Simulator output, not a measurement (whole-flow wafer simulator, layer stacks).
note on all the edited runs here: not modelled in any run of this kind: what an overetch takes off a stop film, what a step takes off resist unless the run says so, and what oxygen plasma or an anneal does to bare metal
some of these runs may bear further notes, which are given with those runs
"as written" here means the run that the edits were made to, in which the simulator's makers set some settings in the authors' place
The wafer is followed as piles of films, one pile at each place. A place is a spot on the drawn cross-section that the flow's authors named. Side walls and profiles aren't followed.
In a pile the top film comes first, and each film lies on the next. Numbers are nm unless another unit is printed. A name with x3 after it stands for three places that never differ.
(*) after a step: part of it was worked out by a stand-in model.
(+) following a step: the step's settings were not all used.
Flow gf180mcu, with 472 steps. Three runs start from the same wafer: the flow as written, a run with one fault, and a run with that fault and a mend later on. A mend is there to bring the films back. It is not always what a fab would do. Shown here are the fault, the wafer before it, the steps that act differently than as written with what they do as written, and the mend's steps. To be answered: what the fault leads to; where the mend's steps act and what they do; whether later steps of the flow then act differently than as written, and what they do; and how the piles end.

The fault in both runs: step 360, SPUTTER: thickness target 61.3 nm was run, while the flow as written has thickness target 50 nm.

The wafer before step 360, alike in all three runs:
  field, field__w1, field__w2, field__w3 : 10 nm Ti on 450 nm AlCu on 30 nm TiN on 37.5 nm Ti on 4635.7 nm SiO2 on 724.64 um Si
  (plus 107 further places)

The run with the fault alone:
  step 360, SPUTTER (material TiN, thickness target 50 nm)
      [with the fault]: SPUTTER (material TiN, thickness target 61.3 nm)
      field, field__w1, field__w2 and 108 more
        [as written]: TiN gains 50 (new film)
        [with the fault]: TiN gains 61.3 (new film)
  Steps later in the flow that act otherwise than as written (6 more steps, not shown, differ only slightly: by at most 2% or 0.5 nm, whichever is larger):
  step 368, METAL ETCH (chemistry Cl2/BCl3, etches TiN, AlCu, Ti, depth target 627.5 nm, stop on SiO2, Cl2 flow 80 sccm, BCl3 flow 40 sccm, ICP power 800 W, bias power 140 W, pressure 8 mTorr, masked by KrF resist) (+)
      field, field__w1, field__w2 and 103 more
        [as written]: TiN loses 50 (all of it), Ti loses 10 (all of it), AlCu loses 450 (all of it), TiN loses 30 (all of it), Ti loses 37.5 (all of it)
        [with the fault]: TiN loses 61.3 (all of it), Ti loses 10 (all of it), AlCu loses 450 (all of it), TiN loses 30 (all of it), Ti loses 37.5 (all of it)
  At field__w8, contact, m1, m1__w1, m1_nw, the piles at the end differ from the flow's by more than 2% or 0.5 nm, whichever is larger.
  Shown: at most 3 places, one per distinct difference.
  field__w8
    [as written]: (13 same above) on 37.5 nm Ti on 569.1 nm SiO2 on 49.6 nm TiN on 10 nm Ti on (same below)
    [with the fault]: (13 same above) on 37.5 nm Ti on 557.8 nm SiO2 on 60.9 nm TiN on 10 nm Ti on (same below)
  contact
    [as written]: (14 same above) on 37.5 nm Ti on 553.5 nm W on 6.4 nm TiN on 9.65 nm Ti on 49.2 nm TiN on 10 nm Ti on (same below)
    [with the fault]: (14 same above) on 37.5 nm Ti on 542.1 nm W on 6.45 nm TiN on 9.72 nm Ti on 60.5 nm TiN on 10 nm Ti on (same below)

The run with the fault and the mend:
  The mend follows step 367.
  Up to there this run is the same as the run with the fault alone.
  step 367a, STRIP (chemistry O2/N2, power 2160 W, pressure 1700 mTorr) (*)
      field__w8, contact, m1, m1__w1, m1_nw
        KrF resist loses 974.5 (all of it)
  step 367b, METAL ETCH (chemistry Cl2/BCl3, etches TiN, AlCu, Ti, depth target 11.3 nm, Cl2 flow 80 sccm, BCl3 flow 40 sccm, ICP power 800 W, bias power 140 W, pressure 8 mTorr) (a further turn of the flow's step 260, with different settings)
      field, field__w1, field__w2 and 108 more
        TiN loses 11.3
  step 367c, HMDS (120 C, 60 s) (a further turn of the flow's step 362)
      alters no film at any place that is followed
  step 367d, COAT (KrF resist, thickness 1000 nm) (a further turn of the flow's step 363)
      field, field__w1, field__w2 and 108 more
        KrF resist gains 1000 (new film)
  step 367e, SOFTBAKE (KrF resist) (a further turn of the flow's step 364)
      alters no film at any place that is followed
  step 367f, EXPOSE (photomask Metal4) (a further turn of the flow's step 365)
      alters no film at any place that is followed
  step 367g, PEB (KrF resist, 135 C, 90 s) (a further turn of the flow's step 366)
      field, field__w1, field__w2 and 108 more
        KrF resist loses 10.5
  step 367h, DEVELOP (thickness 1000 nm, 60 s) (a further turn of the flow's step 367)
      field, field__w1, field__w2 and 103 more
        KrF resist loses 989.5 (all of it)
      field__w8, contact, m1, m1__w1, m1_nw
        KrF resist loses 14.9
  Every later step of the flow that is run acts as written at every place that is followed.
  By the end, the piles equal the flow's at every place that both follow.
